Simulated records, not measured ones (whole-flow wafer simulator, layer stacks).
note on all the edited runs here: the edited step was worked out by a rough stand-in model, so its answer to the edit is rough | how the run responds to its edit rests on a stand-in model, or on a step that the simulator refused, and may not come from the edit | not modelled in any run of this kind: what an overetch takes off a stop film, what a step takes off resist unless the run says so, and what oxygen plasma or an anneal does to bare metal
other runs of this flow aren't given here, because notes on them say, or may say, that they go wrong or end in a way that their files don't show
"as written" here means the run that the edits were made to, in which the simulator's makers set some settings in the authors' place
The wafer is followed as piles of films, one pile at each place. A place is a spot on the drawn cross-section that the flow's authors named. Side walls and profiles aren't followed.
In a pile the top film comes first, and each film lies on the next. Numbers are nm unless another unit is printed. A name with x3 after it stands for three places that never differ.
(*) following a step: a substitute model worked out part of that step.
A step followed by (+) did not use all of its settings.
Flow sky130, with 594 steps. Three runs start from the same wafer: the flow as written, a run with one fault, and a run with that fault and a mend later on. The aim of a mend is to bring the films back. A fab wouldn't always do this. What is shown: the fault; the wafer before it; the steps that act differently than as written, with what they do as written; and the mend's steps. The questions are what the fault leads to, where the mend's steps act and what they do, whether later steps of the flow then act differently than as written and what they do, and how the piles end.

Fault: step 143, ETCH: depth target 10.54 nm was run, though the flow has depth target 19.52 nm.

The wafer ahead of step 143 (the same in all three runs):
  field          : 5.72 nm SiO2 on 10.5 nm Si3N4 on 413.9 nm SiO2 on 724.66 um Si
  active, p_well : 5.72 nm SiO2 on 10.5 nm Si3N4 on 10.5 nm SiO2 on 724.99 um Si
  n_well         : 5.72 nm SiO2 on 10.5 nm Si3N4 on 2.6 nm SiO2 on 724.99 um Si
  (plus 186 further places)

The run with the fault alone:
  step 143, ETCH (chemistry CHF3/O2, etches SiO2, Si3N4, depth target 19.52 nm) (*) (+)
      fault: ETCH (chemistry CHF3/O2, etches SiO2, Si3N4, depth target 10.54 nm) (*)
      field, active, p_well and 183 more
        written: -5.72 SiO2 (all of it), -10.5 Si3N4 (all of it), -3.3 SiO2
        fault: -5.72 SiO2 (all of it), -4.82 Si3N4
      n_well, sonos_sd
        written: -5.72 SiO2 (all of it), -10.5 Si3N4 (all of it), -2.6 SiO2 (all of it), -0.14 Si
        fault: -5.72 SiO2 (all of it), -4.82 Si3N4
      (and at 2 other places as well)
  Later steps of the flow acting differently than as written (40 other steps are not shown; they differ only slightly, by no more than 2% or 0.5 nm, whichever is larger):
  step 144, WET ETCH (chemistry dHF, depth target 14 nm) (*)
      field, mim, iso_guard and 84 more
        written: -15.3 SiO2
        fault: -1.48 Si3N4
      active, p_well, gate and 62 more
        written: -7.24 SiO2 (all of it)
        fault: -1.48 Si3N4
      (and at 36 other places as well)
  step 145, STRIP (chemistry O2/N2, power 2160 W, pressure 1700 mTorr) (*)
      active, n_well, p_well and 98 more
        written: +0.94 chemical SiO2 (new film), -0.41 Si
        fault: nothing
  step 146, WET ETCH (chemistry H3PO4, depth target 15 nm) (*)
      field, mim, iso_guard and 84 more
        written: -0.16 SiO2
        fault: -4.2 Si3N4 (all of it), -0.11 SiO2
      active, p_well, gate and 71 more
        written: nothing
        fault: -4.2 Si3N4 (all of it)
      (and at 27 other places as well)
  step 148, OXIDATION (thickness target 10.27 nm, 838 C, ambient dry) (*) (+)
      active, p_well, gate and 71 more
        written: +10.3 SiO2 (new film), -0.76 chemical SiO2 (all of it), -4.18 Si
        fault: +6.52 SiO2, -2.87 Si
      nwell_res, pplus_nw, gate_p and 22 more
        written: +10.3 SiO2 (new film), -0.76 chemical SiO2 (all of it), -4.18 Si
        fault: +6.54 SiO2, -2.88 Si
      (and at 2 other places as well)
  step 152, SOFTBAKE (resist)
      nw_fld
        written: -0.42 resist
        fault: +1.42 resist
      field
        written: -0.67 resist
        fault: -0.04 resist
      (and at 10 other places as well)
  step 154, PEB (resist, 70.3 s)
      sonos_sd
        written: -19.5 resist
        fault: -20.1 resist
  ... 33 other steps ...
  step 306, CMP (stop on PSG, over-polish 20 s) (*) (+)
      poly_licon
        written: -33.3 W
        fault: -50 W
  At field, gate_hv, m1 and 127 more, the piles at the end differ from the flow's by more than 2% or 0.5 nm, whichever is larger.
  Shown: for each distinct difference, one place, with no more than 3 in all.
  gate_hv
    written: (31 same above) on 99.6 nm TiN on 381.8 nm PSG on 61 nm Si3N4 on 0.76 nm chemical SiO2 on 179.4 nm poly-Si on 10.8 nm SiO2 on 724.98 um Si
    fault: (31 same above) on 99.6 nm TiN on 375.5 nm PSG on 61 nm Si3N4 on 0.76 nm chemical SiO2 on 179.4 nm poly-Si on 17.1 nm SiO2 on 724.99 um Si
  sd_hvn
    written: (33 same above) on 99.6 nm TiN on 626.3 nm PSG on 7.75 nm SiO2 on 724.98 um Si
    fault: (33 same above) on 99.6 nm TiN on 620.1 nm PSG on 13.9 nm SiO2 on 724.98 um Si
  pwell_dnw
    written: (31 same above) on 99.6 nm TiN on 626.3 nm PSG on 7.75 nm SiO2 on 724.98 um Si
    fault: (31 same above) on 99.6 nm TiN on 620.1 nm PSG on 13.9 nm SiO2 on 724.98 um Si

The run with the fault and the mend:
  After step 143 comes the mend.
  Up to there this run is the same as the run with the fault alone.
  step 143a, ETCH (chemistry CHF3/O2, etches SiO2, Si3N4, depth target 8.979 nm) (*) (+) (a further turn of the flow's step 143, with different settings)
      field, active, p_well and 183 more
        -5.68 Si3N4 (all of it), -3.3 SiO2
      n_well, sonos_sd
        -5.68 Si3N4 (all of it), -2.6 SiO2 (all of it), -0.14 Si
      sonos_cell, sonos_cell_x
        -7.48 resist
  None of the later steps of the flow differs from how it acts as written, at any place that is followed, by more than 2% or 0.5 nm, whichever is larger.
  By the end, the piles equal the flow's at every place that both follow.
